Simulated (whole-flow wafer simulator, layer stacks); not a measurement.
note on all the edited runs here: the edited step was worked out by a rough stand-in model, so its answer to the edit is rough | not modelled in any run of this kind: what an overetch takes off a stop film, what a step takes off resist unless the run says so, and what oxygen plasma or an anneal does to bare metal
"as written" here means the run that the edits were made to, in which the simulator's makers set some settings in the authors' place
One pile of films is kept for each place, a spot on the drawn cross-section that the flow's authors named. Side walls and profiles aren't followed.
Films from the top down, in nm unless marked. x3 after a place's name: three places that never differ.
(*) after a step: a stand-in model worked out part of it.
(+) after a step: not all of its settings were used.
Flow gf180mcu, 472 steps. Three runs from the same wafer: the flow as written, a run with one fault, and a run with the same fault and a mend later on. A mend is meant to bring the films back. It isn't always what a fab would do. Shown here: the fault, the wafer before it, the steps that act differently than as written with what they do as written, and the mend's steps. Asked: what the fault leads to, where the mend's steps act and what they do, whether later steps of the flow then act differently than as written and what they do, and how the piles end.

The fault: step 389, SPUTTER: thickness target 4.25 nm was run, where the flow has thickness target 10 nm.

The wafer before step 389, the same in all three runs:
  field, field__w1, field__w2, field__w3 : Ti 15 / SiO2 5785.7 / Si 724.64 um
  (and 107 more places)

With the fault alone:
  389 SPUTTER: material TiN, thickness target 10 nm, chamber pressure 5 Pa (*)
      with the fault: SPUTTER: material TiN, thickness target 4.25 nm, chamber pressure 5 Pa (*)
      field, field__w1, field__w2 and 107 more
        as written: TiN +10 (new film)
        with the fault: TiN +4.25 (new film)
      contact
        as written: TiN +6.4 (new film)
        with the fault: TiN +2.73 (new film)
  Later steps of the flow that act differently than as written (1 more step differs only slightly, by at most 2% or 0.5 nm, whichever is larger, and isn't shown):
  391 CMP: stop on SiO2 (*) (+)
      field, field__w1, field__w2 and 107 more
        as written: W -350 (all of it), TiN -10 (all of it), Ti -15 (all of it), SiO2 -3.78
        with the fault: W -350 (all of it), TiN -4.25 (all of it), Ti -15 (all of it), SiO2 -3.73
  At the end the piles differ from the flow's by more than 2% or 0.5 nm, whichever is larger, at contact.
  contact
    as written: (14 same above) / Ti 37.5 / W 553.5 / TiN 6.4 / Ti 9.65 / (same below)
    with the fault: (14 same above) / Ti 37.5 / W 557.2 / TiN 2.73 / Ti 9.65 / (same below)

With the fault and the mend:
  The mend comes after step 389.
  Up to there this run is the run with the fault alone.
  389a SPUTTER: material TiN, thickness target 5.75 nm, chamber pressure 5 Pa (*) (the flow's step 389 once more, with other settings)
      field, field__w1, field__w2 and 107 more
        TiN +5.75
      contact
        TiN +3.68
  No later step of the flow acts differently than as written at any place that is followed.
  At the end the piles are the same as the flow's at every place that both follow.
